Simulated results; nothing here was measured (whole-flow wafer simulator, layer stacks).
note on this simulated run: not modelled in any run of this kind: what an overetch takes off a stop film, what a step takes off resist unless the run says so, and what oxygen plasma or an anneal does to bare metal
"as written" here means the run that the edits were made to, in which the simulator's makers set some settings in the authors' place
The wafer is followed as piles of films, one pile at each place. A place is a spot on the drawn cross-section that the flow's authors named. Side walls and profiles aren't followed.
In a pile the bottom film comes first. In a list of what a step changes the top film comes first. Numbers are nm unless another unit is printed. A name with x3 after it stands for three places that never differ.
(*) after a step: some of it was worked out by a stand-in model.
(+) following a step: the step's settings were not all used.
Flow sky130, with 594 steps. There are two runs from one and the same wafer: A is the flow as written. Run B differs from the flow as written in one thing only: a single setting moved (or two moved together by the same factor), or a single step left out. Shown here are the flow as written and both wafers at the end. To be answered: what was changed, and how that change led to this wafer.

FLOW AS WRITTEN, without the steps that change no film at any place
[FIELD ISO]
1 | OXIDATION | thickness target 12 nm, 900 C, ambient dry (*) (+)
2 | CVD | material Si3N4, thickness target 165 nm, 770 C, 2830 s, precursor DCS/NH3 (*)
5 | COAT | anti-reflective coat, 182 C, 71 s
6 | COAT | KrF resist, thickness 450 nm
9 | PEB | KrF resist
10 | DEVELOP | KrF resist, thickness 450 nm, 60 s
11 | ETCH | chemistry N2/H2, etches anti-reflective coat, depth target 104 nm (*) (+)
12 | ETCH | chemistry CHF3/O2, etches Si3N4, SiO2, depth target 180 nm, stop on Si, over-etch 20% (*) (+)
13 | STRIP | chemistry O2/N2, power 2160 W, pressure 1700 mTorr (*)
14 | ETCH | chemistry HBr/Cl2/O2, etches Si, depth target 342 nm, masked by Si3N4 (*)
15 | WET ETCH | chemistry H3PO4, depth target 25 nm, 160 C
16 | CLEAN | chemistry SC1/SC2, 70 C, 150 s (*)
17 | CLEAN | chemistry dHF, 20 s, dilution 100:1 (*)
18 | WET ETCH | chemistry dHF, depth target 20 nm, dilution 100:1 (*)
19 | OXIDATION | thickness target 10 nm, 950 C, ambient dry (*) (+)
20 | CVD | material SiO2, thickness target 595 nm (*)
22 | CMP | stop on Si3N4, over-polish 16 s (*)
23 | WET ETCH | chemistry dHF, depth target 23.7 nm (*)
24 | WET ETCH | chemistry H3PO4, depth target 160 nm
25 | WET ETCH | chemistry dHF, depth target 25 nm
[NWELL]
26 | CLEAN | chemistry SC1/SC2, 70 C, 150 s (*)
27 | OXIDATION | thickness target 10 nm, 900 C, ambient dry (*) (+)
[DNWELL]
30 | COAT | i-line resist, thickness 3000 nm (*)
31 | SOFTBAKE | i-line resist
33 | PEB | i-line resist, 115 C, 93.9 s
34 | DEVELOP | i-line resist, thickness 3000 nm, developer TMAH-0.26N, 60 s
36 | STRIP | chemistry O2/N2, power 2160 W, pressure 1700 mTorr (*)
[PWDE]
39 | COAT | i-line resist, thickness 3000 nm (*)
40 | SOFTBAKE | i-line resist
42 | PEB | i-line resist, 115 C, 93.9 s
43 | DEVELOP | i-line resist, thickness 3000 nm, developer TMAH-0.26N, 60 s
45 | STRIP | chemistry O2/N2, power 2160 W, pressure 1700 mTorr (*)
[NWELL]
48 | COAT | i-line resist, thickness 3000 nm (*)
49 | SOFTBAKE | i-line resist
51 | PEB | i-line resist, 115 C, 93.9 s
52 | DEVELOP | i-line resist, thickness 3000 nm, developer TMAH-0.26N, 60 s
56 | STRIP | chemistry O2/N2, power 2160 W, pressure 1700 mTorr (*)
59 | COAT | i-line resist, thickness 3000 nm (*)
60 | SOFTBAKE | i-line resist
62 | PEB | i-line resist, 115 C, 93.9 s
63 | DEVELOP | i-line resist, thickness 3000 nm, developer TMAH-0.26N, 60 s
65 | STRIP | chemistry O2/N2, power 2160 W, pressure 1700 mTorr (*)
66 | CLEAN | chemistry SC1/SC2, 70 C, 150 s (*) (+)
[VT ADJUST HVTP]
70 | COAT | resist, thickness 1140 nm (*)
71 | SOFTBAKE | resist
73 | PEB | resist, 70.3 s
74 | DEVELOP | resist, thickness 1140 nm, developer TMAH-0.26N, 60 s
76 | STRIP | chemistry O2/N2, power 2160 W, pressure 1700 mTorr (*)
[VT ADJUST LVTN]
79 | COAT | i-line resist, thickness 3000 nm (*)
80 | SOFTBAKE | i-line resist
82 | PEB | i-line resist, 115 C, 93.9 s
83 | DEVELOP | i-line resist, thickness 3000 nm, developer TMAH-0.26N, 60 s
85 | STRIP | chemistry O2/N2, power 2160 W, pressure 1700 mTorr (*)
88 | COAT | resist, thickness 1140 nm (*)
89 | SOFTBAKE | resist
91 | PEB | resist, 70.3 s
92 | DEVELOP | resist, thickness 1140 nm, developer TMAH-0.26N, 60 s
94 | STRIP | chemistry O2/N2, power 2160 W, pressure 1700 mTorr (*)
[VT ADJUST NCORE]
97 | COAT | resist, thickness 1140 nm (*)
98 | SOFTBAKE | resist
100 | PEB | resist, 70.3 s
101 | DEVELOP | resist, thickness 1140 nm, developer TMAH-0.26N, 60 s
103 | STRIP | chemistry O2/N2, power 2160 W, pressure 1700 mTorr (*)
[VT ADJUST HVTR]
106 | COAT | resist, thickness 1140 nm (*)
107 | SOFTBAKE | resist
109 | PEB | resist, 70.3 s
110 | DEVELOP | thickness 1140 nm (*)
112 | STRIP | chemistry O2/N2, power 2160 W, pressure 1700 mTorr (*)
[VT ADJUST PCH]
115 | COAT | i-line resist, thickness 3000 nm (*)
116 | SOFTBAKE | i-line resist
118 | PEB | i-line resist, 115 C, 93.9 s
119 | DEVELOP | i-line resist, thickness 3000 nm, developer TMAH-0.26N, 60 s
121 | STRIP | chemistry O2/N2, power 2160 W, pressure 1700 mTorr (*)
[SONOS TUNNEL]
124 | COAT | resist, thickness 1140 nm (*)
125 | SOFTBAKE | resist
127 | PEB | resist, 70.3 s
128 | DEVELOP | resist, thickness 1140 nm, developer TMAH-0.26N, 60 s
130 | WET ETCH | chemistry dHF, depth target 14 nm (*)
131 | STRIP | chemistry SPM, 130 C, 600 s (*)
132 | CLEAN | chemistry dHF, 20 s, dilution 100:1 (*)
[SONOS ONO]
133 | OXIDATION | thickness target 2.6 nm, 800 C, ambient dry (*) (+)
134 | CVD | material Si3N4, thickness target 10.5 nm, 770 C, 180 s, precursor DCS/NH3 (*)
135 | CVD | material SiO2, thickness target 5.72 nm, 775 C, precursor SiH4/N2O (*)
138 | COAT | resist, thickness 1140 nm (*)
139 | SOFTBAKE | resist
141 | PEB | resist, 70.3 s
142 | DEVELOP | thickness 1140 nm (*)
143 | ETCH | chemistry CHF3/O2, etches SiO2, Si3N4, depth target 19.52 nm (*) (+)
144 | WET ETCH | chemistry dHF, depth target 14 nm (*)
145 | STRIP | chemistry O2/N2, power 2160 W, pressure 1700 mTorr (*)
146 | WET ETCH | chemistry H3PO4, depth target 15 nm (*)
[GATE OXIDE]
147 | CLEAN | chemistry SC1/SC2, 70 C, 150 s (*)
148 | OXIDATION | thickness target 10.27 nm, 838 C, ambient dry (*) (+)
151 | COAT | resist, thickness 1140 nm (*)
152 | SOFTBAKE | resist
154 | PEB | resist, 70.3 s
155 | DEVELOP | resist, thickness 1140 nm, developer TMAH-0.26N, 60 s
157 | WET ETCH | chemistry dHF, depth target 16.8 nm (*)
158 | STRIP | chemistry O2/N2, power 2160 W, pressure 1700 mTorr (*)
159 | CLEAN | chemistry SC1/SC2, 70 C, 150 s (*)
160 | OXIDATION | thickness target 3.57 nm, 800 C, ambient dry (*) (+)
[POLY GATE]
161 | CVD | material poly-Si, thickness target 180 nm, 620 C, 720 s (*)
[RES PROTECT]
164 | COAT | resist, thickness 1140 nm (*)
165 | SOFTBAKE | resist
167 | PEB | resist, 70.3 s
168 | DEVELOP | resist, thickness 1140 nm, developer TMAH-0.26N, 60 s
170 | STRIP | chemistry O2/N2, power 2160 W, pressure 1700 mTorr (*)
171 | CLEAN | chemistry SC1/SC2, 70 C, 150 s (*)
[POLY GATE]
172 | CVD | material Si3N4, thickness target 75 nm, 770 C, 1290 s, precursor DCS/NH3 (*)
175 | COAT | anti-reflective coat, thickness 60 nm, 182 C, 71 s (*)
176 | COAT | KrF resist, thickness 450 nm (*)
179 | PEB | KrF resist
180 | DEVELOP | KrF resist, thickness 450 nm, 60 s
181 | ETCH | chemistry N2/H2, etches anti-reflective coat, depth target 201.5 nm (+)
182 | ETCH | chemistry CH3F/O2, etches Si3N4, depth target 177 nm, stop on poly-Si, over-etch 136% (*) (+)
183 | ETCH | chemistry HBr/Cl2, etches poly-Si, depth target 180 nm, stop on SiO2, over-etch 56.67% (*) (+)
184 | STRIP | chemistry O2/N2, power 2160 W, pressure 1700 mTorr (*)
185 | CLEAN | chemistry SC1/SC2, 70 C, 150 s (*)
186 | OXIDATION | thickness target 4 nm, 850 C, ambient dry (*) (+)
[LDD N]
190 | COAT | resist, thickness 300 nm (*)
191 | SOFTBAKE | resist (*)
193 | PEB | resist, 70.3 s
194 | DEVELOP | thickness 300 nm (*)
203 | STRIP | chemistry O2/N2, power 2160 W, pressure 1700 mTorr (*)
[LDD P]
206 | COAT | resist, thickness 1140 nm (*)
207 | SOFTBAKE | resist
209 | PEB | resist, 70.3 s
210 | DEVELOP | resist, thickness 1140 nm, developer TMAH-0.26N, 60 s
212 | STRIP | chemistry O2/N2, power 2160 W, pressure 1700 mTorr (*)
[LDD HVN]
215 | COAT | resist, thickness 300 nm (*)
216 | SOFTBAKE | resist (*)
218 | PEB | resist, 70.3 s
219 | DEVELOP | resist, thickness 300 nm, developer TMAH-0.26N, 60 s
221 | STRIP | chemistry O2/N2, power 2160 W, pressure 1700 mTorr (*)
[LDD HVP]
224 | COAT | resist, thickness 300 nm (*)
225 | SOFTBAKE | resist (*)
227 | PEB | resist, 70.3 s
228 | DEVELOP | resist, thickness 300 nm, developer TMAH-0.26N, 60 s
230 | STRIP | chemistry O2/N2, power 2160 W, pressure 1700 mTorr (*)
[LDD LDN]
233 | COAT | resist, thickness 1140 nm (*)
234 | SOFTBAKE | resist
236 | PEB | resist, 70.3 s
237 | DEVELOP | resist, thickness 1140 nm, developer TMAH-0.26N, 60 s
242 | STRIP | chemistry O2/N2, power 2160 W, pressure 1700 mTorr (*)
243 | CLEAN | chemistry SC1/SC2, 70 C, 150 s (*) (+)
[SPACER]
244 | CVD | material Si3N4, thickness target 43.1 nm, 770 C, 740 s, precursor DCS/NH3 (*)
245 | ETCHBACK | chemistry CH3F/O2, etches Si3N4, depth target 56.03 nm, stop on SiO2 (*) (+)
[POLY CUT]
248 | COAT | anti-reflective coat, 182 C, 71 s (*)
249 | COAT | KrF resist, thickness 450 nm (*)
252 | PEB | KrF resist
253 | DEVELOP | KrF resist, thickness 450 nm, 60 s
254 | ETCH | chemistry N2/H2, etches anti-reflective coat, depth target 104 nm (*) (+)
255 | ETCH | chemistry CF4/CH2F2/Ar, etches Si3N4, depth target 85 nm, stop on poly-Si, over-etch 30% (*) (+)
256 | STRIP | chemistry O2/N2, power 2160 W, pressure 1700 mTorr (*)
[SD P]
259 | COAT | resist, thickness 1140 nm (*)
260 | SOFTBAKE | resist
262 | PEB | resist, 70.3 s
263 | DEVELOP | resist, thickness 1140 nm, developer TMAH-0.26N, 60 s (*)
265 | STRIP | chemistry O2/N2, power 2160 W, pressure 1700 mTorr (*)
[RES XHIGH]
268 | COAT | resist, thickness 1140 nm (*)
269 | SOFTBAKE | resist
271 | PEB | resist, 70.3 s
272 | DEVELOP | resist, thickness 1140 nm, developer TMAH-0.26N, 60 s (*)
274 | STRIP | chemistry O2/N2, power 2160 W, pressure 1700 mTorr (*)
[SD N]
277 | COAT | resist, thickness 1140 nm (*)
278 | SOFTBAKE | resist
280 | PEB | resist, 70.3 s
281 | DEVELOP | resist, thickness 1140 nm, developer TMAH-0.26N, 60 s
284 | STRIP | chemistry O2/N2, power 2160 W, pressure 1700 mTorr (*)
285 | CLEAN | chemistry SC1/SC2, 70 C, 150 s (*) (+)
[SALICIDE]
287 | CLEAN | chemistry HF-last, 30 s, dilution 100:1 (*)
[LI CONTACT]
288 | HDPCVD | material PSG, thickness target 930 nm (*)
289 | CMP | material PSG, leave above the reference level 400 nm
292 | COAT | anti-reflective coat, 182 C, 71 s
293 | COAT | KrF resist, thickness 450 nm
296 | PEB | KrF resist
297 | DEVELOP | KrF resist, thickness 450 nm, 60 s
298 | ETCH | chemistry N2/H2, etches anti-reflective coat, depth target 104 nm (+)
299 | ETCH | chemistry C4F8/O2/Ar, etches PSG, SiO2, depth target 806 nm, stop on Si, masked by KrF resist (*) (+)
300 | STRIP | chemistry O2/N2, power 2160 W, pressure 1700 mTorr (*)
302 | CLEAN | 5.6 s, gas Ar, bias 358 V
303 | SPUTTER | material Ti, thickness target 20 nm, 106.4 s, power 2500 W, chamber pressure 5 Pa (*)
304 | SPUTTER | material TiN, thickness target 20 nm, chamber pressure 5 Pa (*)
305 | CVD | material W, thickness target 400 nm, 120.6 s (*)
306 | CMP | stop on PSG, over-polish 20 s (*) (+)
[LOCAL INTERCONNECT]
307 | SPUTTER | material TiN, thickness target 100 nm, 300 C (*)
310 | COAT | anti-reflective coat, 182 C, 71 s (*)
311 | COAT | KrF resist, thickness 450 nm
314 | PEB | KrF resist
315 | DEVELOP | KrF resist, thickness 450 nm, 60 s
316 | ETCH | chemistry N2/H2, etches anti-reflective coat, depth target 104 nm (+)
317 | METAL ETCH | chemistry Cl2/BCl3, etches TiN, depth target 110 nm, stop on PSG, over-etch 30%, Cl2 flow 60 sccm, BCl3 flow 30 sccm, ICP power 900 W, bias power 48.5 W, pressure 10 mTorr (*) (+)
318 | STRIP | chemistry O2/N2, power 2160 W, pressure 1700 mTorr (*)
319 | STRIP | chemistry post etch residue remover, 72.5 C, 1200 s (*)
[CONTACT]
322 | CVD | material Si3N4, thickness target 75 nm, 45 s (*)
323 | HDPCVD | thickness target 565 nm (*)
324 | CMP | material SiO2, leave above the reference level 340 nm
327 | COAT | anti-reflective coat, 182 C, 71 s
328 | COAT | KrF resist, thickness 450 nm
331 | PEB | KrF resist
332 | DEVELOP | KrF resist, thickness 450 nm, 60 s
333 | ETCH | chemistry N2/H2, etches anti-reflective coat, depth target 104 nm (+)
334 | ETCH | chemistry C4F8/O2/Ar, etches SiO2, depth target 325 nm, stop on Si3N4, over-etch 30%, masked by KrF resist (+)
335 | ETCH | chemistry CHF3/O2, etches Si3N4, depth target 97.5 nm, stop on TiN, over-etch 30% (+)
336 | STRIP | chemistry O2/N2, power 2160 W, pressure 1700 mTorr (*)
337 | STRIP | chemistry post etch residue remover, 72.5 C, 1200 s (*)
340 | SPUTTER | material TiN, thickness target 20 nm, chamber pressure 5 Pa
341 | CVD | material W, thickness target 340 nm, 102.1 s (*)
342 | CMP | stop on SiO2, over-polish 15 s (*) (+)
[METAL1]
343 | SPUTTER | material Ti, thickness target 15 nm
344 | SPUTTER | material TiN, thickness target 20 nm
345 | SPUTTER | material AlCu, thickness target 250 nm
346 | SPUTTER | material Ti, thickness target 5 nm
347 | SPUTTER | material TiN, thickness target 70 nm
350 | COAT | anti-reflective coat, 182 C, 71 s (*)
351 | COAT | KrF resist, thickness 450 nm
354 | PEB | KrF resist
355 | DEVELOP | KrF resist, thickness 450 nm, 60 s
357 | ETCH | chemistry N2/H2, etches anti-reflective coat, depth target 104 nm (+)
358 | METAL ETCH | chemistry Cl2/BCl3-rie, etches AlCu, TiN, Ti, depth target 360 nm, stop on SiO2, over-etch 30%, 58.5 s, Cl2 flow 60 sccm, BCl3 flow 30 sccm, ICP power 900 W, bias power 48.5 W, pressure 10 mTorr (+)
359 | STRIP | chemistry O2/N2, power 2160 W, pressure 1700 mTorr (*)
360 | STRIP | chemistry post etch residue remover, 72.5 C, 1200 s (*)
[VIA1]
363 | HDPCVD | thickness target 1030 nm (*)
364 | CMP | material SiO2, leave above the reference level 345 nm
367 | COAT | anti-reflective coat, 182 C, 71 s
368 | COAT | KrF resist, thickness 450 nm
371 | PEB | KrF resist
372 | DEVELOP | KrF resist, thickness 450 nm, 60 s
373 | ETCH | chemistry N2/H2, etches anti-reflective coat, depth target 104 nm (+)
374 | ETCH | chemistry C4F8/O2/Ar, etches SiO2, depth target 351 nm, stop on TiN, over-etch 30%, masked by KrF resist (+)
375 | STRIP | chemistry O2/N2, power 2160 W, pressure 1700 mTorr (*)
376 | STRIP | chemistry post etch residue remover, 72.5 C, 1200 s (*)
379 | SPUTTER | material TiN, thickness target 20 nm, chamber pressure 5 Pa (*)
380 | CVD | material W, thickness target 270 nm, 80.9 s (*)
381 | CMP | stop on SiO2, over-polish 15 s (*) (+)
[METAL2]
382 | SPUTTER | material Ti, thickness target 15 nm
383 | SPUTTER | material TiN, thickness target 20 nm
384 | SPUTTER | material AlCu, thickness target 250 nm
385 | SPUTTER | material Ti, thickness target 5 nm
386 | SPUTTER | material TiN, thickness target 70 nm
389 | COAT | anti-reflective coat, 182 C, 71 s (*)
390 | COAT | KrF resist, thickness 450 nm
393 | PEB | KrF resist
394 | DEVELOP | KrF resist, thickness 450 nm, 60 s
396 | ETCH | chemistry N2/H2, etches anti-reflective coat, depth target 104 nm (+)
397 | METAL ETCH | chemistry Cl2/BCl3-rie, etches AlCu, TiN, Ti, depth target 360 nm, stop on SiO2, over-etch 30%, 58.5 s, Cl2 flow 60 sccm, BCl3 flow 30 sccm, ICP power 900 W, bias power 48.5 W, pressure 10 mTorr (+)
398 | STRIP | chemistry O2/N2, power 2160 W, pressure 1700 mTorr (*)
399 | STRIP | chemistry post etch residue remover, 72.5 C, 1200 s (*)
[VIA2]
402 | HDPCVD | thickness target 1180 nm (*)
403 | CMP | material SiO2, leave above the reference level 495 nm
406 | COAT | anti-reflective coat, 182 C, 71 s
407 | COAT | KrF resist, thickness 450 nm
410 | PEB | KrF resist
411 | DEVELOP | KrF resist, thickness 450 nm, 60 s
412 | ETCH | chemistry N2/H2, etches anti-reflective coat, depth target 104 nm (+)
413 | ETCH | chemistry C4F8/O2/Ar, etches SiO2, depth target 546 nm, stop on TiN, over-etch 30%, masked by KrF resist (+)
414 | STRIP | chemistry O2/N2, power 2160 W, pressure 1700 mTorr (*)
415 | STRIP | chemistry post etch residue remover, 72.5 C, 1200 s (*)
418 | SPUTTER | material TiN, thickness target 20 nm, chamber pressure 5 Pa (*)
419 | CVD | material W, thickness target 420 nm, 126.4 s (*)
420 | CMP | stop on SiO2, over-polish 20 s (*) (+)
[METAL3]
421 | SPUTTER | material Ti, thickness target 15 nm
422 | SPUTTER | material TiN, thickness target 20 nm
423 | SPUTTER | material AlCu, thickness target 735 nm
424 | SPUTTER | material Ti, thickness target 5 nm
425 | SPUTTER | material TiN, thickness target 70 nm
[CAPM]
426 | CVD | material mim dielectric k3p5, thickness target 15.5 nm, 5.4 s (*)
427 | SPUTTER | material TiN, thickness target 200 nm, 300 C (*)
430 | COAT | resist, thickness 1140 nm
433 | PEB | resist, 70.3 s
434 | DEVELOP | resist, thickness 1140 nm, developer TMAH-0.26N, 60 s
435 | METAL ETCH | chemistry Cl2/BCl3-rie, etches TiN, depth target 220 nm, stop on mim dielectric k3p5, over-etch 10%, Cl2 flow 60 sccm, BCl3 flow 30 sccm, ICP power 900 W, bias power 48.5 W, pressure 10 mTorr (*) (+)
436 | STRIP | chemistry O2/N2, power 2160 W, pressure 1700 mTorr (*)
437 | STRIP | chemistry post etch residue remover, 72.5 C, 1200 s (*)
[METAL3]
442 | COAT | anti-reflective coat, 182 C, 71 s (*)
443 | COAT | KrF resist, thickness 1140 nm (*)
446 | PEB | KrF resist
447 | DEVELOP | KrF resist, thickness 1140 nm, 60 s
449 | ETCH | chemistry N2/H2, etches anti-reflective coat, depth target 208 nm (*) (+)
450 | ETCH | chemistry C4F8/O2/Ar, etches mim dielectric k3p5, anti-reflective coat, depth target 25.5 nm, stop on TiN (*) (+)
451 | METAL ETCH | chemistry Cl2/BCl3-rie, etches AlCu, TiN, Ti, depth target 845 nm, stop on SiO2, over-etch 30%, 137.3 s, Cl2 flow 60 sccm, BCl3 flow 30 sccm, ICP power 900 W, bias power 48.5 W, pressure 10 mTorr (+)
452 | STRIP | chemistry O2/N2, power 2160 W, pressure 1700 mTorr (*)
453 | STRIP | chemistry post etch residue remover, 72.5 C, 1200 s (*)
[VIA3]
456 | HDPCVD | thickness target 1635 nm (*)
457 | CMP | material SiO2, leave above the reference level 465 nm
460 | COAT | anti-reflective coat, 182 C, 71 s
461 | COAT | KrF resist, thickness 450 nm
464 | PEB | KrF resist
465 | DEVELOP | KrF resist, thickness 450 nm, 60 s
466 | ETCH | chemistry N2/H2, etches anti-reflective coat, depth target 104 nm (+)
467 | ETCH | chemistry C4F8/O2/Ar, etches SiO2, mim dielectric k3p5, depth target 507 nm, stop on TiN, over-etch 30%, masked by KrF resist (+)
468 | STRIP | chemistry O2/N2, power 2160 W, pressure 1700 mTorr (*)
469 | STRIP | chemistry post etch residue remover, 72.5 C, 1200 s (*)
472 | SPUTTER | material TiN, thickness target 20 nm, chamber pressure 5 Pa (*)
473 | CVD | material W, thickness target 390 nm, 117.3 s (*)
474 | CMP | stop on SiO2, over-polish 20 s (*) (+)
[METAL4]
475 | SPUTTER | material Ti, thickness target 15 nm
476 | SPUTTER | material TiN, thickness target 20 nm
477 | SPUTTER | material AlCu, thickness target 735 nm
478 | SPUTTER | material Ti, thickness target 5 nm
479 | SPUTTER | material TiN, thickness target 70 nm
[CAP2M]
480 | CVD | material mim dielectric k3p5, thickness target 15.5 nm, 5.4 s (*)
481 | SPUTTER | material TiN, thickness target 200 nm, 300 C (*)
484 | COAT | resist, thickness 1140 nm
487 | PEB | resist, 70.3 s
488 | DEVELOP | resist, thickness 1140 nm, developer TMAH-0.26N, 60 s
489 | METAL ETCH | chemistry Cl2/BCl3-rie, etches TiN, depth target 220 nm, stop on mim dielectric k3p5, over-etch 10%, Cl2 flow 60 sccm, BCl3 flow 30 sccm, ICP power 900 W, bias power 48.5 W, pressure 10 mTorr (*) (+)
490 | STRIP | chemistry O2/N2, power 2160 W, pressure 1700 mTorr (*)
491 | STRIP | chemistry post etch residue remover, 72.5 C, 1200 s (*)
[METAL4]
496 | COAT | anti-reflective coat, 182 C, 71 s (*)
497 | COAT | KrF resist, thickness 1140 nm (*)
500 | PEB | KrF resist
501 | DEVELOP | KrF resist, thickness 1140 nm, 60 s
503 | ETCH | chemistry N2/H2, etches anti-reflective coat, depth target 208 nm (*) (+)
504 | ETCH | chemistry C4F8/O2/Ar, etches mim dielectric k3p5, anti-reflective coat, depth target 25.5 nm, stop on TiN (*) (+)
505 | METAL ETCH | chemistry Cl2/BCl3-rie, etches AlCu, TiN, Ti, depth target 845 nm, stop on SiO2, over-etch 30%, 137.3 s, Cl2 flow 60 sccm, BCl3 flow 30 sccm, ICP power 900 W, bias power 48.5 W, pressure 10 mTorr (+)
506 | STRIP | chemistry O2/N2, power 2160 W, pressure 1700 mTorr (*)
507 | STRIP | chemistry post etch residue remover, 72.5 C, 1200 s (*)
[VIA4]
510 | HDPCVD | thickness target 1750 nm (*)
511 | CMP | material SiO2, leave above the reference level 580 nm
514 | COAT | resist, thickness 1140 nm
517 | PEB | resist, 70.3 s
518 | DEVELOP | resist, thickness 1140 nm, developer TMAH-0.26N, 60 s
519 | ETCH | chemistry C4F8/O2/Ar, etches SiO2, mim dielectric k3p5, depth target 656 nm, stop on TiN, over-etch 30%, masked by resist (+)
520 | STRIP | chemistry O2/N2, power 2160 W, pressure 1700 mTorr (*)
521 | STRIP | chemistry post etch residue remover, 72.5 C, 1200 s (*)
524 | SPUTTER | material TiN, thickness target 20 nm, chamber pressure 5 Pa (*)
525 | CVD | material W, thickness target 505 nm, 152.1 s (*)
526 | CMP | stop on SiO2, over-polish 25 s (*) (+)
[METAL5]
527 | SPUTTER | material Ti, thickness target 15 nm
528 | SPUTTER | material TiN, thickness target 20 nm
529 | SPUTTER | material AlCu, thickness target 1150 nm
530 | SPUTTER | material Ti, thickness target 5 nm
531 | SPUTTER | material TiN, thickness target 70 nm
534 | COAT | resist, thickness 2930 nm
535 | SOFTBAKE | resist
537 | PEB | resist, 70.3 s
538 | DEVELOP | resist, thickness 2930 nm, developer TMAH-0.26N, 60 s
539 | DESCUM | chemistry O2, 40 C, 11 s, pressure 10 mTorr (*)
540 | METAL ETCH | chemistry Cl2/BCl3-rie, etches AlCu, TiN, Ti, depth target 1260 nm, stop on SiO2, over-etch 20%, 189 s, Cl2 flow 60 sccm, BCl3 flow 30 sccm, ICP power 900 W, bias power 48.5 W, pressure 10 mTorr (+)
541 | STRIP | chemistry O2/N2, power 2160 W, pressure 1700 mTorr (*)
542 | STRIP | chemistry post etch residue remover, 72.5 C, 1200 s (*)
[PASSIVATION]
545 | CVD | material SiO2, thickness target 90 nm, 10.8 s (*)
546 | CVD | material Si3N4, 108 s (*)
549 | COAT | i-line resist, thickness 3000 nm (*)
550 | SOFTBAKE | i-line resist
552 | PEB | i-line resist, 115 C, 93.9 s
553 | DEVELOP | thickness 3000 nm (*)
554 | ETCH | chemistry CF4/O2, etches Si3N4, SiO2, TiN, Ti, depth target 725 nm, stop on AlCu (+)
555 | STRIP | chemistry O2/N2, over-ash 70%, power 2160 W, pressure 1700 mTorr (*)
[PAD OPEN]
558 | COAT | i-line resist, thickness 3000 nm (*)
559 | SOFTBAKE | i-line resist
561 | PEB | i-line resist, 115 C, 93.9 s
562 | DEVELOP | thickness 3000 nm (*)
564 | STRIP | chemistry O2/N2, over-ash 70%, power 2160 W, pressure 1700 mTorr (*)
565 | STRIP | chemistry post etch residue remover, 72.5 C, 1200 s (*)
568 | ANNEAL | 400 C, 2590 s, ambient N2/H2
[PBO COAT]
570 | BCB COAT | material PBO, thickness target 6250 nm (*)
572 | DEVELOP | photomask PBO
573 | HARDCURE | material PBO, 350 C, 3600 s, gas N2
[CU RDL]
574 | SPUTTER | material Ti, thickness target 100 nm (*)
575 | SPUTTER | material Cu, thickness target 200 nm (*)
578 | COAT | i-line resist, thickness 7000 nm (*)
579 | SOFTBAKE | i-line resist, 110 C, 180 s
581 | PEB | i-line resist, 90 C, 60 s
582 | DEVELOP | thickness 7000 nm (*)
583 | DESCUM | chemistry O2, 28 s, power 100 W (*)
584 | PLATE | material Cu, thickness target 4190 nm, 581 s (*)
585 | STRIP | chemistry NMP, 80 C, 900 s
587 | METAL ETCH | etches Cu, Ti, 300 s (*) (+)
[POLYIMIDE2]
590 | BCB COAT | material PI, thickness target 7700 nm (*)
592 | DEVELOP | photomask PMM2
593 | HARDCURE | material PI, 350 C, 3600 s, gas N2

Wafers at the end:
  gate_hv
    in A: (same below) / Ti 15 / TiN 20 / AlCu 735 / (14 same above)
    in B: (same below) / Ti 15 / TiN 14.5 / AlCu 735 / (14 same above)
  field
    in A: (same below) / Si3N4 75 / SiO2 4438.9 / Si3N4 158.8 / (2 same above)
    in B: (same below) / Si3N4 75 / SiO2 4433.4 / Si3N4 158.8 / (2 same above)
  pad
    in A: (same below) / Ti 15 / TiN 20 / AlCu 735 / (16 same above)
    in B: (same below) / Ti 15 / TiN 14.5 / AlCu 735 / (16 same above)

The reason: step 422, SPUTTER: thickness target 14.5 nm was run, whereas the flow has thickness target 20 nm.
The wafer itself shows it: gate_hv has TiN 14.5, and step 422 as written asks for 20 nm.

The path from the change to this, step by step:
  422 | SPUTTER | material TiN, thickness target 20 nm
      field, active, n_well and 188 more: A TiN gains 20 (new film) | B TiN gains 14.5 (new film)
  451 | METAL ETCH | chemistry Cl2/BCl3-rie, etches AlCu, TiN, Ti, depth target 845 nm, stop on SiO2, over-etch 30%, 137.3 s, Cl2 flow 60 sccm, BCl3 flow 30 sccm, ICP power 900 W, bias power 48.5 W, pressure 10 mTorr (+)
      field, gate, spacer and 68 more: A TiN loses 70 (all of it), Ti loses 5 (all of it), AlCu loses 735 (all of it), TiN loses 20 (all of it), Ti loses 15 (all of it), SiO2 loses 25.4 | B TiN loses 70 (all of it), Ti loses 5 (all of it), AlCu loses 735 (all of it), TiN loses 14.5 (all of it), Ti loses 15 (all of it), SiO2 loses 25.9
      active, vpp_ln, vpp_iso2 and 11 more: A TiN loses 70 (all of it), Ti loses 5 (all of it), AlCu loses 735 (all of it), TiN loses 20 (all of it), Ti loses 15 (all of it), SiO2 loses 25.3 | B TiN loses 70 (all of it), Ti loses 5 (all of it), AlCu loses 735 (all of it), TiN loses 14.5 (all of it), Ti loses 15 (all of it), SiO2 loses 25.9
